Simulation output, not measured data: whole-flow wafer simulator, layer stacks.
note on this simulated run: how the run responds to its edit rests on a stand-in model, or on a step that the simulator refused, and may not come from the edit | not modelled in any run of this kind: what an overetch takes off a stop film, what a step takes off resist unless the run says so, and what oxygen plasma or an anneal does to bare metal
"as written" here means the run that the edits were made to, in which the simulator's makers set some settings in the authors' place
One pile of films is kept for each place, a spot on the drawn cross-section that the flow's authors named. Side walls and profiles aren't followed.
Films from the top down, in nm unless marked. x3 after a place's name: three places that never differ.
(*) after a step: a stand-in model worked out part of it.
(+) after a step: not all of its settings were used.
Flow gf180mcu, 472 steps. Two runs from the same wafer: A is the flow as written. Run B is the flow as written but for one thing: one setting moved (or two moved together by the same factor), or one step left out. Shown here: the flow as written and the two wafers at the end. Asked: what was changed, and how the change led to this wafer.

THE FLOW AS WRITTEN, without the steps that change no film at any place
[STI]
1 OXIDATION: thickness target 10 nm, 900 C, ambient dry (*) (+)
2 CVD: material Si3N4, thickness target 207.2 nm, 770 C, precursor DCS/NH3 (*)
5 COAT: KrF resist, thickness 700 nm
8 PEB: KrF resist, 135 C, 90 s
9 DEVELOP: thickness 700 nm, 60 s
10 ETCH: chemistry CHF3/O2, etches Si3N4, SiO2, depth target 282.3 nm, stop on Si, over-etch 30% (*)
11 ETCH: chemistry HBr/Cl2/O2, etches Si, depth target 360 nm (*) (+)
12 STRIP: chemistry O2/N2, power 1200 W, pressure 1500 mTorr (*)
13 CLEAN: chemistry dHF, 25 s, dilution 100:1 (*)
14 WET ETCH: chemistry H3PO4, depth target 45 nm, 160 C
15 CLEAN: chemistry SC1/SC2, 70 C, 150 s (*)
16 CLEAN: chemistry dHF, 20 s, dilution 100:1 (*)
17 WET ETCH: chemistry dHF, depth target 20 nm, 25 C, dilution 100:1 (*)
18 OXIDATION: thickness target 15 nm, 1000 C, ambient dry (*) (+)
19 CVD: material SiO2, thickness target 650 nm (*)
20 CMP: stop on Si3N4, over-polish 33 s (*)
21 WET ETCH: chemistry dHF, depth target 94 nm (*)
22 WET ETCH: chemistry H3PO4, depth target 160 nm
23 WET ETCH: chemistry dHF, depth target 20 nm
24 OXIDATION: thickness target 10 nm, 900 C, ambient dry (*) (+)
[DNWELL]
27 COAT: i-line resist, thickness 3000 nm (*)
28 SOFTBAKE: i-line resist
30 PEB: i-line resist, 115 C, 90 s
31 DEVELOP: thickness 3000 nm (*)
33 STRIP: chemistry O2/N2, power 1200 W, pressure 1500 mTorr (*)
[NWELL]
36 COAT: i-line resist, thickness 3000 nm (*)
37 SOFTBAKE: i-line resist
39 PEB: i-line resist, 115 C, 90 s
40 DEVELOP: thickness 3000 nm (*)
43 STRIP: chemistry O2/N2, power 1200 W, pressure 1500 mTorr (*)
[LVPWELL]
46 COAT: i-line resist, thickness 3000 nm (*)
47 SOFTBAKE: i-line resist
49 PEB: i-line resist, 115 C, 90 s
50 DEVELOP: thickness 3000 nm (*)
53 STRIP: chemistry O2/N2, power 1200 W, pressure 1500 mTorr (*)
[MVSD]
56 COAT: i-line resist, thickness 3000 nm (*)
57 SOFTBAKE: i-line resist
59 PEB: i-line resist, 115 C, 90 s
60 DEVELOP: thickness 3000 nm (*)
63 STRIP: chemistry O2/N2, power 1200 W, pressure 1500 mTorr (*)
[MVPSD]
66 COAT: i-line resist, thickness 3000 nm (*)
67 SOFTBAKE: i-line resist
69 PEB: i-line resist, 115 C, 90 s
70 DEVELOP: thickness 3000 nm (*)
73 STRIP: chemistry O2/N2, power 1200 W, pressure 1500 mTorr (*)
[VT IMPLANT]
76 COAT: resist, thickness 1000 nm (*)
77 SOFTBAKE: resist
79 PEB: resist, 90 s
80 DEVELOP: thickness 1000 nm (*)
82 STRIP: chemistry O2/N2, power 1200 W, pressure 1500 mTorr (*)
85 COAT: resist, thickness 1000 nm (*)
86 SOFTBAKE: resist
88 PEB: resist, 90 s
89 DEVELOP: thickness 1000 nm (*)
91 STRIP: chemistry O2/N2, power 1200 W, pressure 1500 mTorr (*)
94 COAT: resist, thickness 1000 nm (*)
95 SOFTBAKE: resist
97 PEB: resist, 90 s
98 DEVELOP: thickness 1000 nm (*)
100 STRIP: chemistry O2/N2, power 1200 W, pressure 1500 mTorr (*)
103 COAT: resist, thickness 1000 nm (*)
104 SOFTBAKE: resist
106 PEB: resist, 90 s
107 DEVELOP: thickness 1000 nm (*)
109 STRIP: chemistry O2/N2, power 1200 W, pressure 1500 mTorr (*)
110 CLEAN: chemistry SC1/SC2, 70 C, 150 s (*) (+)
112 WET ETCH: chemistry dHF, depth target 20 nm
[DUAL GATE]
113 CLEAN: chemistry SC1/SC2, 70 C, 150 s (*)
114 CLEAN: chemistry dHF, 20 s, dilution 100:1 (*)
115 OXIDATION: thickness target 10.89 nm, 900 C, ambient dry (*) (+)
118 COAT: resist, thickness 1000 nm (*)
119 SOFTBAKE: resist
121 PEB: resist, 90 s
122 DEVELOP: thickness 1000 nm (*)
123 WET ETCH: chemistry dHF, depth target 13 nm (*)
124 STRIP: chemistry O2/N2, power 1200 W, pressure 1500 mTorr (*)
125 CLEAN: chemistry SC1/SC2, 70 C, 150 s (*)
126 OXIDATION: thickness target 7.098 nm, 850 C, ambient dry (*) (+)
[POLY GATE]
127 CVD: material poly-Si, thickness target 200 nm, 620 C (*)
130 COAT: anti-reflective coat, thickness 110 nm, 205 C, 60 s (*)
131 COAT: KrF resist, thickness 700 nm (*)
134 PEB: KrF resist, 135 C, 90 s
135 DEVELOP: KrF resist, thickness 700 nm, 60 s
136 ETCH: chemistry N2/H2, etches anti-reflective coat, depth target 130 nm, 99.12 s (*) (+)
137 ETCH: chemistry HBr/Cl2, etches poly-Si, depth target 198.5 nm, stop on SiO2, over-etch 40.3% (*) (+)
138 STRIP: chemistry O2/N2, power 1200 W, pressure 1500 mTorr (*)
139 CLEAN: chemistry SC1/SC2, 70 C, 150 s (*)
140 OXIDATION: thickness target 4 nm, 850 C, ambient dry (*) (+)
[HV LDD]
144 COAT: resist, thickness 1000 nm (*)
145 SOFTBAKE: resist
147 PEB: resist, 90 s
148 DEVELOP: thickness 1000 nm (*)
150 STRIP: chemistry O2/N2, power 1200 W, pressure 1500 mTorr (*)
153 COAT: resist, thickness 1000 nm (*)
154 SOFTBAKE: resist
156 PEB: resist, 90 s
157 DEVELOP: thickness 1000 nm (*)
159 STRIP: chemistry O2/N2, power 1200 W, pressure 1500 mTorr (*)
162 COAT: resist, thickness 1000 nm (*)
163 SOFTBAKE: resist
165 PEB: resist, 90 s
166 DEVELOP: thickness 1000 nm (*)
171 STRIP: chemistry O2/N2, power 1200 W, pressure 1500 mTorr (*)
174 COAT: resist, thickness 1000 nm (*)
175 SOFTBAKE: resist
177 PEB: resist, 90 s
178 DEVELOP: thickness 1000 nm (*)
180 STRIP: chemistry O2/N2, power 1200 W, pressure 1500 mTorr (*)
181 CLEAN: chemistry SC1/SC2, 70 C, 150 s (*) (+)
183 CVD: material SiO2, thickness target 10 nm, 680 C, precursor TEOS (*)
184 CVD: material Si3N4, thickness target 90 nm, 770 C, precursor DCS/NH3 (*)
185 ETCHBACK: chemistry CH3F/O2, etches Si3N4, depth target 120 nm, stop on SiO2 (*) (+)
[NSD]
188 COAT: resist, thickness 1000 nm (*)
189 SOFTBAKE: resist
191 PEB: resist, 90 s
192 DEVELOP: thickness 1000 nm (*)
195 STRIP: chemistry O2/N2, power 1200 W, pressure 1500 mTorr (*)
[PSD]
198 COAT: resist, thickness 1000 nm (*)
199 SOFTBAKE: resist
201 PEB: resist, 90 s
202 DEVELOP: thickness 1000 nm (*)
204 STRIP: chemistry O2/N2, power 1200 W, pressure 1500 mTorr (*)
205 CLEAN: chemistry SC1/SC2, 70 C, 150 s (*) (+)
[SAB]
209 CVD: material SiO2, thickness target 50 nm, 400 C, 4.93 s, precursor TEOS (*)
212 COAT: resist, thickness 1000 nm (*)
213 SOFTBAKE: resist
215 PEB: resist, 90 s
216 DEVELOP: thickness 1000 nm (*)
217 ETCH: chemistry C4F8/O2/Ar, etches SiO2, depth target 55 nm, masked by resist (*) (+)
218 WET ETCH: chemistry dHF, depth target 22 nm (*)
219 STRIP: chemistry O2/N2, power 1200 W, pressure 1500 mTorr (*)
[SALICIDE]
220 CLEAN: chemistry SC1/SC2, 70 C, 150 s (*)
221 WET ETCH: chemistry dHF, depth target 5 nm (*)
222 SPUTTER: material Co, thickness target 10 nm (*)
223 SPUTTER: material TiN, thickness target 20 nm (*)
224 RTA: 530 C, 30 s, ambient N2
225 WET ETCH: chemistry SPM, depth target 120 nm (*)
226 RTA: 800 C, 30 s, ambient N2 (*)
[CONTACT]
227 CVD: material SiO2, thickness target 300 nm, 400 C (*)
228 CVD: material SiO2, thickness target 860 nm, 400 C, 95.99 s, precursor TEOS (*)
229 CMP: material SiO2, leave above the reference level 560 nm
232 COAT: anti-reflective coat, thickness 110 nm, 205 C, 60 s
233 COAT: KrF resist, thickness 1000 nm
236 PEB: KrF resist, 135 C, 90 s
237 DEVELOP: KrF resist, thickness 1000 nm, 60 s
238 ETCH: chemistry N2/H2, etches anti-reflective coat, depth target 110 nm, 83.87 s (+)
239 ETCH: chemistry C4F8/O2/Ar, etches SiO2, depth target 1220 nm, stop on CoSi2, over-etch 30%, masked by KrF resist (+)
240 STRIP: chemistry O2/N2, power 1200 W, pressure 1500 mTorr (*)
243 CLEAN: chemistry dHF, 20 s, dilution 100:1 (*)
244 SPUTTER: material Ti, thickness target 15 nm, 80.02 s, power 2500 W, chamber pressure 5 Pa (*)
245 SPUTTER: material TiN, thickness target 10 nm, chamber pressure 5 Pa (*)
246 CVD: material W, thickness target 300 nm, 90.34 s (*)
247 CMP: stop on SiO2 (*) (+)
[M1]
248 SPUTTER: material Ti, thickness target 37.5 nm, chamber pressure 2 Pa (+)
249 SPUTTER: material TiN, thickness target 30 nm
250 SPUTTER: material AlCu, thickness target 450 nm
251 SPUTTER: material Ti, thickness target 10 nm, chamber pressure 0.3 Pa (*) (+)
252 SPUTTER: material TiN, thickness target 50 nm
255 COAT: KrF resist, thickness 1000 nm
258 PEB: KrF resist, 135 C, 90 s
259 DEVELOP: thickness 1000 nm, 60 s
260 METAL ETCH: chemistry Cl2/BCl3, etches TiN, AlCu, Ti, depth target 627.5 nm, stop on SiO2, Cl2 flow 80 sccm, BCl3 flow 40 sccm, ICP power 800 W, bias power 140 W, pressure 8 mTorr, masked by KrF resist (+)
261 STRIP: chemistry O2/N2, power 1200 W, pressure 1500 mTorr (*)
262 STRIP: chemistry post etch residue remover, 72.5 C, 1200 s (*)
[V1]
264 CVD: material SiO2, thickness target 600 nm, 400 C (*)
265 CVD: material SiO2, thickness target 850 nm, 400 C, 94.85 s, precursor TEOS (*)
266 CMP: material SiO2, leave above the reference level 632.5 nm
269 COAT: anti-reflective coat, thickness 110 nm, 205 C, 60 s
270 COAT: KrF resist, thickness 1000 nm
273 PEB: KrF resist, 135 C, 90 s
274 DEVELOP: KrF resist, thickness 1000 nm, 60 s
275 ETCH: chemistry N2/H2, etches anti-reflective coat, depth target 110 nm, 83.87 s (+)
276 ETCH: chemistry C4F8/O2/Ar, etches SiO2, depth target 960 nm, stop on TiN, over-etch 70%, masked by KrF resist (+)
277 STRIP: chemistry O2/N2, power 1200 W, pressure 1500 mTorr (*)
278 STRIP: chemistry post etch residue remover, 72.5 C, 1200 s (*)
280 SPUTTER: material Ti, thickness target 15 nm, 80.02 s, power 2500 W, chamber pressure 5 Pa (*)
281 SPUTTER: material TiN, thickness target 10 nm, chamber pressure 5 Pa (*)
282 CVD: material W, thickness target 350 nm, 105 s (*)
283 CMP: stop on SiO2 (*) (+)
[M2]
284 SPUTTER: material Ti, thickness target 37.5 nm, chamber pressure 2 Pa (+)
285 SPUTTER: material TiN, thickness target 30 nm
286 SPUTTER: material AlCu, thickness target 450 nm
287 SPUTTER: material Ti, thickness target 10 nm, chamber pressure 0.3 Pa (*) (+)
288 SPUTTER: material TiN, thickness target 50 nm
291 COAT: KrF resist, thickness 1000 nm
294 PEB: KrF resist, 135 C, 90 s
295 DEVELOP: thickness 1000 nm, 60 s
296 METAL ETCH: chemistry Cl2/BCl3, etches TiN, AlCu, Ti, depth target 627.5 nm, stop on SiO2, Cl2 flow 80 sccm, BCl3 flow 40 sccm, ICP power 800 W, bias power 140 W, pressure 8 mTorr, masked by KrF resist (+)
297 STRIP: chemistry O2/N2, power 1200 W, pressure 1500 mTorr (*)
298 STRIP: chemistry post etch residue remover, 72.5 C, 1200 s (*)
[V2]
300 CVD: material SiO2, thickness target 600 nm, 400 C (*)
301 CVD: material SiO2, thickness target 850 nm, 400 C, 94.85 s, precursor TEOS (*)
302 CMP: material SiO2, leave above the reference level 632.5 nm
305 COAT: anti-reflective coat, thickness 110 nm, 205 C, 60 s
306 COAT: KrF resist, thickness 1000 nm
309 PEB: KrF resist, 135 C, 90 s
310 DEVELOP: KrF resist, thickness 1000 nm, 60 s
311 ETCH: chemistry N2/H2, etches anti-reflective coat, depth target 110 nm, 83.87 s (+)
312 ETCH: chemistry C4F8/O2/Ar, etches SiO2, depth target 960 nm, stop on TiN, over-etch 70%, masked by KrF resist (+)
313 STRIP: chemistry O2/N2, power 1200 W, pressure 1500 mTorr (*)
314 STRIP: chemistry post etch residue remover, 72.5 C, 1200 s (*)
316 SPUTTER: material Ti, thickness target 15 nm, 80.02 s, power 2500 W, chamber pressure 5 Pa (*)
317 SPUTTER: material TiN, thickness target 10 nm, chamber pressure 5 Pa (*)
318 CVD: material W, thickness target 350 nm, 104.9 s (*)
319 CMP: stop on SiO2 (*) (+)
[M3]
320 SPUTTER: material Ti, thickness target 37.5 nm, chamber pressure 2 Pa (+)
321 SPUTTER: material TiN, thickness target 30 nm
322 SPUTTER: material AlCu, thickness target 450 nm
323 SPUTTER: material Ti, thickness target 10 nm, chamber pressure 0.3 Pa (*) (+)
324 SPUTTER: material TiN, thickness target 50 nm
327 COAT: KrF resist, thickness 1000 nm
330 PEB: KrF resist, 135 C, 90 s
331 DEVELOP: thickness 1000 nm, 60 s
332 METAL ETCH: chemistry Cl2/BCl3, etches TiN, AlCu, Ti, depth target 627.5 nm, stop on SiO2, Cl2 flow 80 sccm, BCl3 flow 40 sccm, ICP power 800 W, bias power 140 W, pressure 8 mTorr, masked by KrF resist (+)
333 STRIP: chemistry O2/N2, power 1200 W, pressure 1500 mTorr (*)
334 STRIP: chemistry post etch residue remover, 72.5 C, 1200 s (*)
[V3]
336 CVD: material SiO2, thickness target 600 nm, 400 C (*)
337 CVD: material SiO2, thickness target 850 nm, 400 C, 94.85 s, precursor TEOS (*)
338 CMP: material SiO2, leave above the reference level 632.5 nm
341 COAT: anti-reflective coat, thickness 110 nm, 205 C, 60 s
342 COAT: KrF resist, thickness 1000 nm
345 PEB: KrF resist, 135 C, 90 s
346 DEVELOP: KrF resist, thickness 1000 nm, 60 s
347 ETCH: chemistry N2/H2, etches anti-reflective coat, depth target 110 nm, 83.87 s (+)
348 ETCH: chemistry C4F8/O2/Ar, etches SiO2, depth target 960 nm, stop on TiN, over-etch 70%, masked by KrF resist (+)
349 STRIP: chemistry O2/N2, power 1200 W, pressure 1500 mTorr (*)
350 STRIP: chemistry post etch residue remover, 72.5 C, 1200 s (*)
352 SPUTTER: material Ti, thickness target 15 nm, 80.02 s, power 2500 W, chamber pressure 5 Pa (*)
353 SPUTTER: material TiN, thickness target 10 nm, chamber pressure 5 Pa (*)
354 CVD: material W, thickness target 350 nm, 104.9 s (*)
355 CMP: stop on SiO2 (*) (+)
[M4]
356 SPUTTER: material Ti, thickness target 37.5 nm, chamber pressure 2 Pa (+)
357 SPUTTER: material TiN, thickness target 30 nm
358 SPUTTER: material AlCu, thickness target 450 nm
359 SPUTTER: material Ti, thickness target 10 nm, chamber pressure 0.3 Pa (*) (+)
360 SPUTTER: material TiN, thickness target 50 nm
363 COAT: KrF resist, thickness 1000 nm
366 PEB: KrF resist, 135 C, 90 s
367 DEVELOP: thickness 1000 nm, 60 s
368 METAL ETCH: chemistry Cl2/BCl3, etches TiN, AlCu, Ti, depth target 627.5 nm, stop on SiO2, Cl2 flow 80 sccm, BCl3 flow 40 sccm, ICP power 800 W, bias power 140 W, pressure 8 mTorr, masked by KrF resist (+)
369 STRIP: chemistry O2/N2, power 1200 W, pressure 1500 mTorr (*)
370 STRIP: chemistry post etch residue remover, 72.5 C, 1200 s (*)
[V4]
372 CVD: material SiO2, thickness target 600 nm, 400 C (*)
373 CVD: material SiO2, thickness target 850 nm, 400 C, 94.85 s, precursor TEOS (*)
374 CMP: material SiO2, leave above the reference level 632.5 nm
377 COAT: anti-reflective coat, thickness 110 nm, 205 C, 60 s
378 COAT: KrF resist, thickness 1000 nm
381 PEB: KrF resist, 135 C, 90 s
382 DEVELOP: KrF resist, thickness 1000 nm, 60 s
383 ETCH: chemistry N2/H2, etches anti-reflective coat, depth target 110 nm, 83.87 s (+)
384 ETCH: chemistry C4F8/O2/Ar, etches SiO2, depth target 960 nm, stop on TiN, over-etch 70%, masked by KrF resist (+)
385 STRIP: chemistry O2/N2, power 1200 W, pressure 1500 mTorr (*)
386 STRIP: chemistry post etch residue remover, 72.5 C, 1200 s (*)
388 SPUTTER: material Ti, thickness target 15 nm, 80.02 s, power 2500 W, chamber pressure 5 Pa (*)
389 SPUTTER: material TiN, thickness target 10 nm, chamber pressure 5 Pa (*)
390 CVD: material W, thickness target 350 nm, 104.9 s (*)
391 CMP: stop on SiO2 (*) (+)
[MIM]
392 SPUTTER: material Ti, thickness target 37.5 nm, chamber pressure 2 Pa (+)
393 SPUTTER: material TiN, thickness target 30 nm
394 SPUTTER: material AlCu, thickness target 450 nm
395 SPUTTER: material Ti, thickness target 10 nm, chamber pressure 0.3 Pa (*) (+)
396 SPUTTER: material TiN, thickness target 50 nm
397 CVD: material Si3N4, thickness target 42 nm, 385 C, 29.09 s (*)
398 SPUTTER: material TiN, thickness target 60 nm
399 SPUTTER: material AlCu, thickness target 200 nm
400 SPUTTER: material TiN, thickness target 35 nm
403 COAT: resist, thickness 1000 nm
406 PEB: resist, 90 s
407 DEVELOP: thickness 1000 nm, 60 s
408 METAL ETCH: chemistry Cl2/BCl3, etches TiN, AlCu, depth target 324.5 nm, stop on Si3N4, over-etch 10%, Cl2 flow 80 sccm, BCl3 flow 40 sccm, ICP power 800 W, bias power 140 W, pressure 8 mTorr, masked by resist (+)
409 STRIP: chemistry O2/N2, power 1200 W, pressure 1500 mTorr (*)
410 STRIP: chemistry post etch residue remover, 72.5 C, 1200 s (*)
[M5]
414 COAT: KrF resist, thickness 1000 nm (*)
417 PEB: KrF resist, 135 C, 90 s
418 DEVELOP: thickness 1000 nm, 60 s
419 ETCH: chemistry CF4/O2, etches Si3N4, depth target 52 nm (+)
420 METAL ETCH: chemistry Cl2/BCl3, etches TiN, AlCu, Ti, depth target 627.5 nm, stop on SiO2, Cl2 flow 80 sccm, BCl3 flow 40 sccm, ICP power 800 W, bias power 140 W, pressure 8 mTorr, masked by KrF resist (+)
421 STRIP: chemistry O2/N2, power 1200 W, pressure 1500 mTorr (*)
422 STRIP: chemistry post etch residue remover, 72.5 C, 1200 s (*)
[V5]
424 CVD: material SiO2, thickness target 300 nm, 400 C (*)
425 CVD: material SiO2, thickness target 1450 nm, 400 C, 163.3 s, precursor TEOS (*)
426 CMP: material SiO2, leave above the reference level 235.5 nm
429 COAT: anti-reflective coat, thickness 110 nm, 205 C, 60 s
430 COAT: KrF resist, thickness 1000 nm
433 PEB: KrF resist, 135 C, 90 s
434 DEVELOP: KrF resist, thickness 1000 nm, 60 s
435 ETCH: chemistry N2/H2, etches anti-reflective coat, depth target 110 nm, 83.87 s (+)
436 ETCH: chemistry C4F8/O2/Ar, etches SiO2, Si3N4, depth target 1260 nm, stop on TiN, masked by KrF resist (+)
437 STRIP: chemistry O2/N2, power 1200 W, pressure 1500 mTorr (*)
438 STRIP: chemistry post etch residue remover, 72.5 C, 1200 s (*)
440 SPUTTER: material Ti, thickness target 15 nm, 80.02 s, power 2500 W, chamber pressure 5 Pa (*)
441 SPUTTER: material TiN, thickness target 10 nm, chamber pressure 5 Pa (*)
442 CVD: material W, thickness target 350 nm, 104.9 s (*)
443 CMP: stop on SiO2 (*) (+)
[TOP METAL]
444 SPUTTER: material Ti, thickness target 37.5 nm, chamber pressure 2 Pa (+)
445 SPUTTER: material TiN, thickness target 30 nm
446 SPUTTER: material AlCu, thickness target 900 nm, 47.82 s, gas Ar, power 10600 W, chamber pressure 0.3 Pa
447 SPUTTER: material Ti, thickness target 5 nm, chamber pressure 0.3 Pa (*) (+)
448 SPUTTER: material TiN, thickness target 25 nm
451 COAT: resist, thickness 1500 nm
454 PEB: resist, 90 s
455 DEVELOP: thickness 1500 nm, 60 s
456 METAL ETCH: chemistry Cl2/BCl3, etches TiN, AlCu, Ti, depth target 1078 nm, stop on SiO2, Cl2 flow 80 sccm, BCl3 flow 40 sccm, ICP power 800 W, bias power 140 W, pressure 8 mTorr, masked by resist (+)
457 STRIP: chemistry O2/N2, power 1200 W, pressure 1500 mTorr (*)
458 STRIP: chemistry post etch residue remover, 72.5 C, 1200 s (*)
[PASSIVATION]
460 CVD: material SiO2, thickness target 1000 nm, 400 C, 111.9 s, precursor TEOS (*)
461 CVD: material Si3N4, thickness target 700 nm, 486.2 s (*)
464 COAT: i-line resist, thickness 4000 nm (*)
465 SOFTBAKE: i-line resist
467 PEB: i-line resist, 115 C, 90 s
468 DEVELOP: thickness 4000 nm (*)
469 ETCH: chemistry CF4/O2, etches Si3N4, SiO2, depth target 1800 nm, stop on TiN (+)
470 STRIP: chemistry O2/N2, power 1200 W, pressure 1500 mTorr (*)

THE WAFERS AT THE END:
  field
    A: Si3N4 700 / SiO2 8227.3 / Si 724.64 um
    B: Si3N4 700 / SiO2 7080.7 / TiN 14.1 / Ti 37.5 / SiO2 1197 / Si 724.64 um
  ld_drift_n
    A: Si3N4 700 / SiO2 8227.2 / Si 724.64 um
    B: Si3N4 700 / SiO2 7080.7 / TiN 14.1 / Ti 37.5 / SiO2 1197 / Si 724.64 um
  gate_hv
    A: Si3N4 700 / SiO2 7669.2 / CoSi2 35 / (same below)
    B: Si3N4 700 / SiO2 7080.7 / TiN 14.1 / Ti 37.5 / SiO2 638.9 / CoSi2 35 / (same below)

The cause: step 250, SPUTTER: thickness target 552 nm was run, where the flow has thickness target 450 nm.

How the change led to this, step by step:
  250 SPUTTER: material AlCu, thickness target 450 nm
      field, field__w1, field__w2 and 108 more: A AlCu +450 (new film) | B AlCu +552 (new film)
  260 METAL ETCH: chemistry Cl2/BCl3, etches TiN, AlCu, Ti, depth target 627.5 nm, stop on SiO2, Cl2 flow 80 sccm, BCl3 flow 40 sccm, ICP power 800 W, bias power 140 W, pressure 8 mTorr, masked by KrF resist (+)
      field, field__w1, field__w2 and 99 more: A TiN -50 (all of it), Ti -10 (all of it), AlCu -450 (all of it), TiN -30 (all of it), Ti -37.5 (all of it) | B TiN -50 (all of it), Ti -10 (all of it), AlCu -552 (all of it), TiN -15.5
  264 CVD: material SiO2, thickness target 600 nm, 400 C (*)
      field, field__w1, field__w2 and 99 more: A SiO2 +600 | B SiO2 +600 (new film)
  266 CMP: material SiO2, leave above the reference level 632.5 nm
      field, field__w1, field__w2 and 99 more: A SiO2 -300 | B SiO2 -249.6
Counting metal films that touch as one body, field has 1 body; the flow as written gives 0 bodies.
Counting metal films that touch as one body, ld_drift_n has 1 body; the flow as written gives 0 bodies.
Counting metal films that touch as one body, gate_hv has 2 bodies (between them, from the top down: SiO2 638.9); the flow as written gives 1 body.
